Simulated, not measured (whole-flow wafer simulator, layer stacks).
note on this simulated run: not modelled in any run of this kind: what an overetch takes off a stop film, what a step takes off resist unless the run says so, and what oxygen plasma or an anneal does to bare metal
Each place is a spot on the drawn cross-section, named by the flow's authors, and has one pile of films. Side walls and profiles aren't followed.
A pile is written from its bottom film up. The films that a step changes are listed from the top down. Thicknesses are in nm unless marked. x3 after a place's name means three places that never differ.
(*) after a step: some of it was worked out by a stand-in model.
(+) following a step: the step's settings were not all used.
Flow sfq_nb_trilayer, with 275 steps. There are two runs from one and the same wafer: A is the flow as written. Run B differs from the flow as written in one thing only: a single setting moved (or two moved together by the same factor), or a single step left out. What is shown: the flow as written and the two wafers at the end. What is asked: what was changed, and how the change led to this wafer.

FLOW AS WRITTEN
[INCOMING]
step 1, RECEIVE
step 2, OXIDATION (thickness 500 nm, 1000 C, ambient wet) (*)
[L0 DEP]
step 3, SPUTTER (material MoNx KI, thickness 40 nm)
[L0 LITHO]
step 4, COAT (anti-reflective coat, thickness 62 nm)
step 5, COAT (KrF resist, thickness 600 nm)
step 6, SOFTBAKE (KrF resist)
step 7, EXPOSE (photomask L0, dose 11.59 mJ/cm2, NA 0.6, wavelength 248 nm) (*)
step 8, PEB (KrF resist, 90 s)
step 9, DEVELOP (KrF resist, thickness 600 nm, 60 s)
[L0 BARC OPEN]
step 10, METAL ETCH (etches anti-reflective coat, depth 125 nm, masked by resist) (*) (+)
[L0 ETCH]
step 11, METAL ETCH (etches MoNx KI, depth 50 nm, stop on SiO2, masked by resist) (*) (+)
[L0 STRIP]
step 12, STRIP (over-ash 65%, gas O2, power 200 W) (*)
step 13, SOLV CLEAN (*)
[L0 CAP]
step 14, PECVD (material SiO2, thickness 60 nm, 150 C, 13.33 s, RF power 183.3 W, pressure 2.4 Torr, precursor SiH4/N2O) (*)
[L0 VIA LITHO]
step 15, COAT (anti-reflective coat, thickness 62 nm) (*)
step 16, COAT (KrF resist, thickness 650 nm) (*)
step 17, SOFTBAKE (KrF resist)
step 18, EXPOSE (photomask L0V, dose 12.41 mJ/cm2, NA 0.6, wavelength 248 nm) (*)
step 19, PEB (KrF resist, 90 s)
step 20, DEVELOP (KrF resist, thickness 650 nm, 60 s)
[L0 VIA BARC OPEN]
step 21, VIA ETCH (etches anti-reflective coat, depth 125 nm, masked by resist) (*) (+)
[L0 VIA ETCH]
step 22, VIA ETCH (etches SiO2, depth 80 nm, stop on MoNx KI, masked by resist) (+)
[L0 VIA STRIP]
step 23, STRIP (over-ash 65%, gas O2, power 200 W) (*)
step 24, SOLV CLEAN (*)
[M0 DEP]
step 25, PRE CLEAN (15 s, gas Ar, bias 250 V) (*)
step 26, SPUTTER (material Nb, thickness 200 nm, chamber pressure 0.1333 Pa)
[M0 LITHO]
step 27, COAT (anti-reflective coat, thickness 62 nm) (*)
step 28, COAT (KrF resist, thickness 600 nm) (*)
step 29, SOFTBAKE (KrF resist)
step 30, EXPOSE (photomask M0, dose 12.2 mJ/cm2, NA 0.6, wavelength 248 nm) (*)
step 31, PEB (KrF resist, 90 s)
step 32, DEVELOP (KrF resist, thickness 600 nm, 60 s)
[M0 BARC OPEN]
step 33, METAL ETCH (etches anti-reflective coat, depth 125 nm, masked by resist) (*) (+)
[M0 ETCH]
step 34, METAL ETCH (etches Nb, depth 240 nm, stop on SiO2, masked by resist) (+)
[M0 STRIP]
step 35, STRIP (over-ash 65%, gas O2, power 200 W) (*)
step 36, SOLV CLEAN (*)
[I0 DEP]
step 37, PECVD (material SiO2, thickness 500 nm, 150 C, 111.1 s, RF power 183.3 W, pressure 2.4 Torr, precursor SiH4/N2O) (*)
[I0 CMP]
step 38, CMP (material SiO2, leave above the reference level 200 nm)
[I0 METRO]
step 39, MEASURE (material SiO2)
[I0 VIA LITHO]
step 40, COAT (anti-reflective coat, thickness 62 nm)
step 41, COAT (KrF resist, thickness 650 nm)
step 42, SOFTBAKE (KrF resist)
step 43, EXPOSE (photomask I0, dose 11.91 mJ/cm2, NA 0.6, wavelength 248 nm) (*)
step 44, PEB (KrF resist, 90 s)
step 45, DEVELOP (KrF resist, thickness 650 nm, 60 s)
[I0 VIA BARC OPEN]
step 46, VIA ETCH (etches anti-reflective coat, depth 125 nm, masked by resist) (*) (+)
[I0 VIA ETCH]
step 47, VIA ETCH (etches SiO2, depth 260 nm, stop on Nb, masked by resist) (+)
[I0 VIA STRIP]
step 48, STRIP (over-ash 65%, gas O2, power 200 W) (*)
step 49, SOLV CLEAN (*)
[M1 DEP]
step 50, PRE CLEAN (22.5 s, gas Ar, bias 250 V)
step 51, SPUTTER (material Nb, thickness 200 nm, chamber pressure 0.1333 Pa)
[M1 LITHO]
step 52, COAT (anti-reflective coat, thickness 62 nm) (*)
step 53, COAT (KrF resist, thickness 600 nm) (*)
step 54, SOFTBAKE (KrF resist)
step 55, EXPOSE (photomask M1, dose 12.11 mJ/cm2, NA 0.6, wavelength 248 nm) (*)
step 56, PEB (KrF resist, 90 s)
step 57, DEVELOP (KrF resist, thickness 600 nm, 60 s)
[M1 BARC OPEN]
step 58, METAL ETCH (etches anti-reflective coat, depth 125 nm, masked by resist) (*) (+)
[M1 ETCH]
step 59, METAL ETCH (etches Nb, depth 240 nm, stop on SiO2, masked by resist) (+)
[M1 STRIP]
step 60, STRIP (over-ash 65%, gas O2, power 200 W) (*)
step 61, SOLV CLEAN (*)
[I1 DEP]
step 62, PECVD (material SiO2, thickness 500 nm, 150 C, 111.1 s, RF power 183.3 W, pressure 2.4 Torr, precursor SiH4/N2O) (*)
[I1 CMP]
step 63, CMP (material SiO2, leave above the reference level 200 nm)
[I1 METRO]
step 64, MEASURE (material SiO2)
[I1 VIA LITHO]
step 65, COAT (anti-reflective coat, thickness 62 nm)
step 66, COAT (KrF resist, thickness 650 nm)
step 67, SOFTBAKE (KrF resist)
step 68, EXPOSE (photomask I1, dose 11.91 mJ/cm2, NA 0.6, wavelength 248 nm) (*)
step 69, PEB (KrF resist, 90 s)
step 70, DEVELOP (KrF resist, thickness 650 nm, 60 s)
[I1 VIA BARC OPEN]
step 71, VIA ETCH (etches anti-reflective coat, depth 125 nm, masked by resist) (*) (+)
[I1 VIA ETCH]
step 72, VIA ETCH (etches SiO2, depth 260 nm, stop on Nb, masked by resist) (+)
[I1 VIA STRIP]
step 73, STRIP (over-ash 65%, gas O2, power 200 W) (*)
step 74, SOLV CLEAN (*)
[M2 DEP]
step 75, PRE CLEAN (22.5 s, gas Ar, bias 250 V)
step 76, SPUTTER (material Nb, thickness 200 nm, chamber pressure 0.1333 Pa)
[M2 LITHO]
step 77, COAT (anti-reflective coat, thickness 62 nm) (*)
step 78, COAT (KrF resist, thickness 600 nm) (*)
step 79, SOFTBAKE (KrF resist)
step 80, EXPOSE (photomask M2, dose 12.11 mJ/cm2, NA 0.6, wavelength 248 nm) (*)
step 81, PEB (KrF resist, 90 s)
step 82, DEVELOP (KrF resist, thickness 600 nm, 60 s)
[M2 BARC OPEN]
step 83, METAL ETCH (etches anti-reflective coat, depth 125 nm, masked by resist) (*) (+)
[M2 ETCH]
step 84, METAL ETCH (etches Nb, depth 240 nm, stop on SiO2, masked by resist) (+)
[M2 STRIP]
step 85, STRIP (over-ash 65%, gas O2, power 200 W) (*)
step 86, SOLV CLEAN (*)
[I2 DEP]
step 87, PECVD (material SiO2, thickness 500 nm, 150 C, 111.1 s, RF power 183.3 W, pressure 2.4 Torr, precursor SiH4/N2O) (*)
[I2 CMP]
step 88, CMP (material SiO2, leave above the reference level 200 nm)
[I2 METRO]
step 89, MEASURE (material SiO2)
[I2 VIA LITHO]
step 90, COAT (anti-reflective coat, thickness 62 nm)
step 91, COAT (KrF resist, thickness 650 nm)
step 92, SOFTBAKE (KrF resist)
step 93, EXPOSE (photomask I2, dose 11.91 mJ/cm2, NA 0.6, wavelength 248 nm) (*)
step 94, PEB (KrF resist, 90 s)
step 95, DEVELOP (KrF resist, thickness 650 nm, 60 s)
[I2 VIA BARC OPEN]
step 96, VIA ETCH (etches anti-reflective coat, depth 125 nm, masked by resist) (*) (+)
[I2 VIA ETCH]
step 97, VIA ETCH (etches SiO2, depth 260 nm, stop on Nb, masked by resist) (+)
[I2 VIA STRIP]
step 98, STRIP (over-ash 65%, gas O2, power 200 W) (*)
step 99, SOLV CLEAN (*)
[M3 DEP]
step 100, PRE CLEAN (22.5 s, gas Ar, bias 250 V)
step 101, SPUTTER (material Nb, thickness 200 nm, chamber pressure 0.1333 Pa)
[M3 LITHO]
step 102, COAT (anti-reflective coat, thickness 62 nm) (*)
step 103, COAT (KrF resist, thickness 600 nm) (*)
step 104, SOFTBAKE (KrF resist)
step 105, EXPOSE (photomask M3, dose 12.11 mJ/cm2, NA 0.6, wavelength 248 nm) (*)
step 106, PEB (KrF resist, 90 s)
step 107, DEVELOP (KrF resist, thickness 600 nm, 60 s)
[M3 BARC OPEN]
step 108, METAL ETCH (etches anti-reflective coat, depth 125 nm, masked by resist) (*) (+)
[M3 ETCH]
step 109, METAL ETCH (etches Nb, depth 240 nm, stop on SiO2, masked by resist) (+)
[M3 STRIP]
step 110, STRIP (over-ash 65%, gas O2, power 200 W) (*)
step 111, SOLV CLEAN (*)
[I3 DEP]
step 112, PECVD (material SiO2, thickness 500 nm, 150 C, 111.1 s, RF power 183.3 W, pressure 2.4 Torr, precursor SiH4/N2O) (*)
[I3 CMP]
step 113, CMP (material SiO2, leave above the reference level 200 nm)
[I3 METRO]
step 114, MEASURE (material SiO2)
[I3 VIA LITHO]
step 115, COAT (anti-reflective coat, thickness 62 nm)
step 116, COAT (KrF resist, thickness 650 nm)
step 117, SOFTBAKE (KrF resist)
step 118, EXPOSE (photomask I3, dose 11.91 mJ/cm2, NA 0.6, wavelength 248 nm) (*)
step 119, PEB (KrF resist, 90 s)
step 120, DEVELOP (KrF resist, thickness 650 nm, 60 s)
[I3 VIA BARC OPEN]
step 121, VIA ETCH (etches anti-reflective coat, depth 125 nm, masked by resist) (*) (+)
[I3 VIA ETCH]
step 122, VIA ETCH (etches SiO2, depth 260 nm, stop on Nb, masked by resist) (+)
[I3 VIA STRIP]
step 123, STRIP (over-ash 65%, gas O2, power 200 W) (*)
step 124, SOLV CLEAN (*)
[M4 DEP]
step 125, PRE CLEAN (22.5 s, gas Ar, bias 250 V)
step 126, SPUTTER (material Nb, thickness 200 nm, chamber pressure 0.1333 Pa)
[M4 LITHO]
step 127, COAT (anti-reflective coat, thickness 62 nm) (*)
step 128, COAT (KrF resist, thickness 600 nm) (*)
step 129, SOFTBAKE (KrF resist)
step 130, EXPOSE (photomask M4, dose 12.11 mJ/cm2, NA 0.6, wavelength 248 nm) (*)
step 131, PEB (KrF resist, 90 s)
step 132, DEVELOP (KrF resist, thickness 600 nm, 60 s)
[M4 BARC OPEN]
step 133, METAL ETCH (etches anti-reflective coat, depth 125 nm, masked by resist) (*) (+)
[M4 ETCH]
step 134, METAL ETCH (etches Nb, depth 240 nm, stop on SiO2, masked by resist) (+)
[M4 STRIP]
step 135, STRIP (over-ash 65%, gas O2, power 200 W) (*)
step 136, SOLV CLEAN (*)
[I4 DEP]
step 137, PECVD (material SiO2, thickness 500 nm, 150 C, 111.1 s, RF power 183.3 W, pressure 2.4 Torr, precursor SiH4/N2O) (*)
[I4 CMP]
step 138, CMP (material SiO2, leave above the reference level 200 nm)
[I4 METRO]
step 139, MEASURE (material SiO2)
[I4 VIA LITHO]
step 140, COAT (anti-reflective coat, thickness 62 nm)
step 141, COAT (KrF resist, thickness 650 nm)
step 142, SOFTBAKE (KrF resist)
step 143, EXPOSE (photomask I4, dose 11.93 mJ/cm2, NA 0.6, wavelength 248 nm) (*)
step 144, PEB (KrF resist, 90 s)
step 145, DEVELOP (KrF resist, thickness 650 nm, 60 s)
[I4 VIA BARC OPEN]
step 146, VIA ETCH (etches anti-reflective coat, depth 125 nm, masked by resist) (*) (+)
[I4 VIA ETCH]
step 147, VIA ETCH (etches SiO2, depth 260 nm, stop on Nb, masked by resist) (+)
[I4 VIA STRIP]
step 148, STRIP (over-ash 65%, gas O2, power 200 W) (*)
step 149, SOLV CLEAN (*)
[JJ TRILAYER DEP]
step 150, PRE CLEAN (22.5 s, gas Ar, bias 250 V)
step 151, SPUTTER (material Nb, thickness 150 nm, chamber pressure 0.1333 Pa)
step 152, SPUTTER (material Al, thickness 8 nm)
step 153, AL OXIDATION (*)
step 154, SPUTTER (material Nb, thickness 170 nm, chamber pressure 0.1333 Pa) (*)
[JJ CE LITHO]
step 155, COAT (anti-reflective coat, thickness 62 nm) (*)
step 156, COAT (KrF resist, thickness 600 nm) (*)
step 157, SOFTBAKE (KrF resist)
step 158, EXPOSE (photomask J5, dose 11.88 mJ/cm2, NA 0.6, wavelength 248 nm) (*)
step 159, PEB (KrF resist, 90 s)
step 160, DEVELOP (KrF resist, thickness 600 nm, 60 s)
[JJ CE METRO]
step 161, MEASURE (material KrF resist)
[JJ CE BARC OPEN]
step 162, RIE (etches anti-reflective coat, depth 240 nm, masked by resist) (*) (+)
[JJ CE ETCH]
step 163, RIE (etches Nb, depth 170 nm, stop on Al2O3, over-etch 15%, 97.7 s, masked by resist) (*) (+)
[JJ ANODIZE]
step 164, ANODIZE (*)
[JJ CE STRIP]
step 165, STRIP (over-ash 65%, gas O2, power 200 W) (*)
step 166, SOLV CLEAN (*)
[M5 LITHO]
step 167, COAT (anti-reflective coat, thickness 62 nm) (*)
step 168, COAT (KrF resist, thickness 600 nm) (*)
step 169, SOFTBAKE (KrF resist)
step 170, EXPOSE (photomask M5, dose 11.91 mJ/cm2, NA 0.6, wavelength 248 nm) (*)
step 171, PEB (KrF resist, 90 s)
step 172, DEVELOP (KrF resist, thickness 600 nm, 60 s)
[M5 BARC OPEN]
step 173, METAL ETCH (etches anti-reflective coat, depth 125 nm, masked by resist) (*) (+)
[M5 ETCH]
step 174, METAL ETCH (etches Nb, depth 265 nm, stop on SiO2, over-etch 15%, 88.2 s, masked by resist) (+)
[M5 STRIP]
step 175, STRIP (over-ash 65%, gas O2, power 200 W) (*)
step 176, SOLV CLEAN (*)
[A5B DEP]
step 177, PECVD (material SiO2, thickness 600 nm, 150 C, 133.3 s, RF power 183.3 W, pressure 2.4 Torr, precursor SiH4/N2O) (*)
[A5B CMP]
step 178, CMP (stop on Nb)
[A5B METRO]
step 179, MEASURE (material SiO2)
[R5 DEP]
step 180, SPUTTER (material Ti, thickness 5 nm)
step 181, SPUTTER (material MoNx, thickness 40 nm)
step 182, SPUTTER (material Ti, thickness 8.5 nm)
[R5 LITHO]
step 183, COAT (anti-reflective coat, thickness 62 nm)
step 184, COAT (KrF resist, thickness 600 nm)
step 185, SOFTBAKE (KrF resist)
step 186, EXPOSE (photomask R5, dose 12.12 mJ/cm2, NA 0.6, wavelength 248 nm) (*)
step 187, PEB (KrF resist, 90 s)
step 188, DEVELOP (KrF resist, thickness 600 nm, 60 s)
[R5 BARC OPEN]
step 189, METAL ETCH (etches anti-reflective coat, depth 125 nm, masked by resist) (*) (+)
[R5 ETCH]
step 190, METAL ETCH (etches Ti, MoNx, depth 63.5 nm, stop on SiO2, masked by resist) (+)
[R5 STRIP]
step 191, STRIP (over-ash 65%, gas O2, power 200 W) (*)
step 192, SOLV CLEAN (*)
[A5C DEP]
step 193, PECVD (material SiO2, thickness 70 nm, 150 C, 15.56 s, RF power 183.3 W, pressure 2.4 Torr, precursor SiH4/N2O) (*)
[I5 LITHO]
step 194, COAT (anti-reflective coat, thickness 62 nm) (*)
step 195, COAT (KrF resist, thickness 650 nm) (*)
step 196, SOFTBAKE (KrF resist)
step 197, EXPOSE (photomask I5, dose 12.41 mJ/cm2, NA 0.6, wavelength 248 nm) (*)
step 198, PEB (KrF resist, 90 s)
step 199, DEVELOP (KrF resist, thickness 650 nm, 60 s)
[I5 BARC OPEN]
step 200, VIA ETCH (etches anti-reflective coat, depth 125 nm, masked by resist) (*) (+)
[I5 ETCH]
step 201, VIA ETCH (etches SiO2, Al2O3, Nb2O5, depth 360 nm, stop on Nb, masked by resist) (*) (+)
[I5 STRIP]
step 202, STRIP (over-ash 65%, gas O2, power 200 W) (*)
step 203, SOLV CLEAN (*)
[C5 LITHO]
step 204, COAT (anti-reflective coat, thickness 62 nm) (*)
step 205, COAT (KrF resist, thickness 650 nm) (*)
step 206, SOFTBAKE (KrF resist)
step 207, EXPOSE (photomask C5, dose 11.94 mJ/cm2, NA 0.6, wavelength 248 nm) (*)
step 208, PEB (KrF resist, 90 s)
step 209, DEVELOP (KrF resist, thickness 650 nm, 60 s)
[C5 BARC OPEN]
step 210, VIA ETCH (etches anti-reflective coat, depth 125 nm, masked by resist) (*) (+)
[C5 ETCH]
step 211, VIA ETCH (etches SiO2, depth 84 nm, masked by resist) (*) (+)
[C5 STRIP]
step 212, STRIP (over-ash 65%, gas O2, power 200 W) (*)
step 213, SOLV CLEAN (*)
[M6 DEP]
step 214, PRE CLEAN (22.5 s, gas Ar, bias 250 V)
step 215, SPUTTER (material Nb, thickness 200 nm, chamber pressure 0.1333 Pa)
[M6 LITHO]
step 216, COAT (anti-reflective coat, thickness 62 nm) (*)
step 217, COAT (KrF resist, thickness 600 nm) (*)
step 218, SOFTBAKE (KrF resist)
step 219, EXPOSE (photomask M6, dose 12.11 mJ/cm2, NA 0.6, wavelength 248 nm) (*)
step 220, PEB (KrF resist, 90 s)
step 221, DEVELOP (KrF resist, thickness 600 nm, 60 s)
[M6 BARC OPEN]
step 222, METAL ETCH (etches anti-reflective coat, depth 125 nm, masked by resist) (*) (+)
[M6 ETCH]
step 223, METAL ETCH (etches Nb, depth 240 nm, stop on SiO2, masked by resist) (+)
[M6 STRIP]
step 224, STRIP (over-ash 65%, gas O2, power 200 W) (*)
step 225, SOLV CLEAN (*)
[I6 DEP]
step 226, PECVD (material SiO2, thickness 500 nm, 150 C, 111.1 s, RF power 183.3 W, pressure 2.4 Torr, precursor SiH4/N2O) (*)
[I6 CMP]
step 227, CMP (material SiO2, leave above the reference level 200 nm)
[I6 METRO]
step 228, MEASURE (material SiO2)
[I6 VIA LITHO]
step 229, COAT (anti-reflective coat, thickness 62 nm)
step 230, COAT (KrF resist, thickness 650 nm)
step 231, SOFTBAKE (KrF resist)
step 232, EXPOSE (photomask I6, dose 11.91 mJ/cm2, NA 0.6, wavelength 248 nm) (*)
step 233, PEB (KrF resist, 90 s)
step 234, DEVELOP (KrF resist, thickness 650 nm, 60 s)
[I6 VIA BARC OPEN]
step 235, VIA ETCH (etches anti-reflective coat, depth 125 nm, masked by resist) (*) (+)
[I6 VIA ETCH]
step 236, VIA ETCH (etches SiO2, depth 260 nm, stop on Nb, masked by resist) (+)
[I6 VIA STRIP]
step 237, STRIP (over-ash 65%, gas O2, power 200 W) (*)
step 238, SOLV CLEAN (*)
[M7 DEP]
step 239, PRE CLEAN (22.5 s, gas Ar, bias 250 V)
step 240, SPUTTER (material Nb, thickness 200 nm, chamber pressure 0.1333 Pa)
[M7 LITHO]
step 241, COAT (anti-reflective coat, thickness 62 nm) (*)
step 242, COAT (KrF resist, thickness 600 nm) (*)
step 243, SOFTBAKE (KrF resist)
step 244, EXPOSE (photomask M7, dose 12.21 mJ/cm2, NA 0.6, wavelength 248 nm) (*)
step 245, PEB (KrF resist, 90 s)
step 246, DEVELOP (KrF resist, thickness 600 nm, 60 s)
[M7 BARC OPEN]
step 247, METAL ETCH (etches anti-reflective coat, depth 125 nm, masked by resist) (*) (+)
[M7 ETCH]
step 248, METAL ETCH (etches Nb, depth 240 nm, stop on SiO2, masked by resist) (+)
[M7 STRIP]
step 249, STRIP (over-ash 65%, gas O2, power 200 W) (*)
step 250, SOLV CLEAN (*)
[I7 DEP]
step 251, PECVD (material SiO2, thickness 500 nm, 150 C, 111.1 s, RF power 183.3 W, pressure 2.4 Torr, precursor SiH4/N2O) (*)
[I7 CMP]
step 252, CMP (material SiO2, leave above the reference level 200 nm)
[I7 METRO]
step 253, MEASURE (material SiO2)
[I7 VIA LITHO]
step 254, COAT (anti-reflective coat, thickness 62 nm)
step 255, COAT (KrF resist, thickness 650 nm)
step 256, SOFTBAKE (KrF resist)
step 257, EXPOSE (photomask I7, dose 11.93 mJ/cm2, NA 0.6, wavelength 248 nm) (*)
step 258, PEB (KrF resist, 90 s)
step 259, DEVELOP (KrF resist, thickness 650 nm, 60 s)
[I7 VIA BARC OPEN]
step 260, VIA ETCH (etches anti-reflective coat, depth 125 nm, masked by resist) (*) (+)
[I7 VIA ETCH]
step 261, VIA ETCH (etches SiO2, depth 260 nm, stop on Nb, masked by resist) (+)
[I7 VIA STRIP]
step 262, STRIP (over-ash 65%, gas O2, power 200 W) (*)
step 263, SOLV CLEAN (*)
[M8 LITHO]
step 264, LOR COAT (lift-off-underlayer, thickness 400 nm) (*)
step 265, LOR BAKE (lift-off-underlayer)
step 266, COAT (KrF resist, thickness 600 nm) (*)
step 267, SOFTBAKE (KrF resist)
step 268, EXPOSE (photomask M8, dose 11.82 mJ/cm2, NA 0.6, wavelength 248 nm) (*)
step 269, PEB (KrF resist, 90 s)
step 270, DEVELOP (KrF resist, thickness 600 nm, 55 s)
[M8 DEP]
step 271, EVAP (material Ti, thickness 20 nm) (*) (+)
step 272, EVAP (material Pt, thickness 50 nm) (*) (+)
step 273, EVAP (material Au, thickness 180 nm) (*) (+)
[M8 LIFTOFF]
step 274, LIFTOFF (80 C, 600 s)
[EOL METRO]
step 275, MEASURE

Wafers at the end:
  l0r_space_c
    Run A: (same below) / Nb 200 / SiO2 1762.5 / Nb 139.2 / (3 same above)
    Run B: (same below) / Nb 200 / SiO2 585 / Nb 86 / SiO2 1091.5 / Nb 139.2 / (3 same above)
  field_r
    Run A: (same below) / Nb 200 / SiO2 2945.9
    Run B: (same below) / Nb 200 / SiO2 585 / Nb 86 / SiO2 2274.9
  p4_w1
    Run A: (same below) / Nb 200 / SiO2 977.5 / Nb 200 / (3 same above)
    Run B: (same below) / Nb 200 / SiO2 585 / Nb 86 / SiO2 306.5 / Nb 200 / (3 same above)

What caused this: step 84, METAL ETCH: depth 114 nm was run, though the flow has depth 240 nm.

How this came from the change, step by step:
  step 84, METAL ETCH (etches Nb, depth 240 nm, stop on SiO2, masked by resist) (+)
      field_l, be, be_sur and 81 more: A -200 Nb (all of it) | B -114 Nb
      v_sur, via_wl, via_w and 19 more: A -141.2 KrF resist | B -67.1 KrF resist
  step 85, STRIP (over-ash 65%, gas O2, power 200 W) (*)
      wl_j_sl, wl_jj, wl_j_sr and 12 more: A -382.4 KrF resist (all of it), -62 anti-reflective coat (all of it) | B -456.5 KrF resist (all of it), -62 anti-reflective coat (all of it)
      v_sur: A -380 KrF resist (all of it), -61.4 anti-reflective coat (all of it) | B -454.2 KrF resist (all of it), -61.4 anti-reflective coat (all of it)
      (and at 6 other places as well)
  step 87, PECVD (material SiO2, thickness 500 nm, 150 C, 111.1 s, RF power 183.3 W, pressure 2.4 Torr, precursor SiH4/N2O) (*)
      field_l, be, be_sur and 81 more: A +500 SiO2 | B +500 SiO2 (new film)
  step 88, CMP (material SiO2, leave above the reference level 200 nm)
      field_l, be, be_sur and 81 more: A -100 SiO2 | B -186 SiO2
If metal films that touch count as one body, l0r_space_c has 3 bodies (between them, from the top down: SiO2 1091.5; SiO2 585); the flow as written gives 2 bodies (between them, from the top down: SiO2 1762.5).
If metal films that touch count as one body, field_r has 2 bodies (between them, from the top down: SiO2 585); the flow as written gives 1 body.
If metal films that touch count as one body, p4_w1 has 4 bodies (between them, from the top down: SiO2 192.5; SiO2 306.5; SiO2 585); the flow as written gives 3 bodies (between them, from the top down: SiO2 192.5; SiO2 977.5).
